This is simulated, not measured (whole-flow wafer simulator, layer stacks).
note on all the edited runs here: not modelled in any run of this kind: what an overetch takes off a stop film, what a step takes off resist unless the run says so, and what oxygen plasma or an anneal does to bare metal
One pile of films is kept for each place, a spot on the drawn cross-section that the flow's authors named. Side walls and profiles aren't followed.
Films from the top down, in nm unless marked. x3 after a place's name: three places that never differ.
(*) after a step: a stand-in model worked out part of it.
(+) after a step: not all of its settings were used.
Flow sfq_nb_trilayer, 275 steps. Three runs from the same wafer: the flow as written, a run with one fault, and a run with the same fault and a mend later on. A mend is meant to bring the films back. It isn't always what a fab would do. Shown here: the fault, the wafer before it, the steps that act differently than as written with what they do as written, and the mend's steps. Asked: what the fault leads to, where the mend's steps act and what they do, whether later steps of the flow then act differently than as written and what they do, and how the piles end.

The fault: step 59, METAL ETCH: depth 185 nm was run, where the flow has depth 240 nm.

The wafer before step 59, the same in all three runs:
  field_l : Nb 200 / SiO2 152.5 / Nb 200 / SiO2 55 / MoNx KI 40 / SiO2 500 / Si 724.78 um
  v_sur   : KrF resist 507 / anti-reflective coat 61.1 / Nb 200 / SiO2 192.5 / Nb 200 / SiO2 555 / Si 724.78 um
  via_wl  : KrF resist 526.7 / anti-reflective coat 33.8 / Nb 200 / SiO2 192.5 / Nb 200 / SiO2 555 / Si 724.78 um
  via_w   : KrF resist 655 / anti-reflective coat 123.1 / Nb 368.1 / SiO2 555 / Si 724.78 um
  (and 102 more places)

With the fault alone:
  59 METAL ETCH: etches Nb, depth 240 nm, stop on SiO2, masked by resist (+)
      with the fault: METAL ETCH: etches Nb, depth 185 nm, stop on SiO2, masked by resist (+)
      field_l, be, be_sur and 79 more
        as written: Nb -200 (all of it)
        with the fault: Nb -185
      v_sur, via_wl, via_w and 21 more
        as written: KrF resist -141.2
        with the fault: KrF resist -108.8
  Later steps of the flow that act differently than as written:
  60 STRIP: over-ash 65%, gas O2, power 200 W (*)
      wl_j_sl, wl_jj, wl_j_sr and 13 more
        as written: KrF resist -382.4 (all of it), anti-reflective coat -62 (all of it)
        with the fault: KrF resist -414.7 (all of it), anti-reflective coat -62 (all of it)
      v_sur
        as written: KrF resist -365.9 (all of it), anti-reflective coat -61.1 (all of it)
        with the fault: KrF resist -398.2 (all of it), anti-reflective coat -61.1 (all of it)
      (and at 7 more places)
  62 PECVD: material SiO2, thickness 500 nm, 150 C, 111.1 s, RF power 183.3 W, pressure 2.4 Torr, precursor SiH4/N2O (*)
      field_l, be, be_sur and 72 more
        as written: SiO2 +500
        with the fault: SiO2 +500 (new film)
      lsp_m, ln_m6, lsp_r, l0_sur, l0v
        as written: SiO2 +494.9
        with the fault: SiO2 +500 (new film)
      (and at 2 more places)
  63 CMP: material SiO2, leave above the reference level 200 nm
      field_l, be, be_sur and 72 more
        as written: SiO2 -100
        with the fault: SiO2 -115
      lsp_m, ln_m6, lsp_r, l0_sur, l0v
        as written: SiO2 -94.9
        with the fault: SiO2 -115
  At the end the piles differ from the flow's by more than 2% or 0.5 nm, whichever is larger, at field_l, be, be_sur and 79 more.
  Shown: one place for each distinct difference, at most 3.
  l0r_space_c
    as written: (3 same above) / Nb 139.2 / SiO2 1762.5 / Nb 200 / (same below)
    with the fault: (3 same above) / Nb 139.2 / SiO2 1555 / Nb 15 / SiO2 192.5 / Nb 200 / (same below)
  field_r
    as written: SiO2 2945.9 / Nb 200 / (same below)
    with the fault: SiO2 2738.4 / Nb 15 / SiO2 192.5 / Nb 200 / (same below)
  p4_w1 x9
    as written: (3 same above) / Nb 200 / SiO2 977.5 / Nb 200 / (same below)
    with the fault: (3 same above) / Nb 200 / SiO2 770 / Nb 15 / SiO2 192.5 / Nb 200 / (same below)

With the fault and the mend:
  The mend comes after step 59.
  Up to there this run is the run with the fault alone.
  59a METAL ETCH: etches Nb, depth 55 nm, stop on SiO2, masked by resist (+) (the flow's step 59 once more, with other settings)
      field_l, be, be_sur and 79 more
        Nb -15 (all of it)
      v_sur, via_wl, via_w and 21 more
        KrF resist -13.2
  Later steps of the flow that act differently than as written:
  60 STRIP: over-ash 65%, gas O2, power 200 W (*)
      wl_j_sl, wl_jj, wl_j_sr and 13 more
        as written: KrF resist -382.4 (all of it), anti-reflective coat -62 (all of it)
        with the mend: KrF resist -401.5 (all of it), anti-reflective coat -62 (all of it)
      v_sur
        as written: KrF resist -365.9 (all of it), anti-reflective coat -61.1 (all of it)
        with the mend: KrF resist -385 (all of it), anti-reflective coat -61.1 (all of it)
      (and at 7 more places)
  At the end the piles are the same as the flow's at every place that both follow.
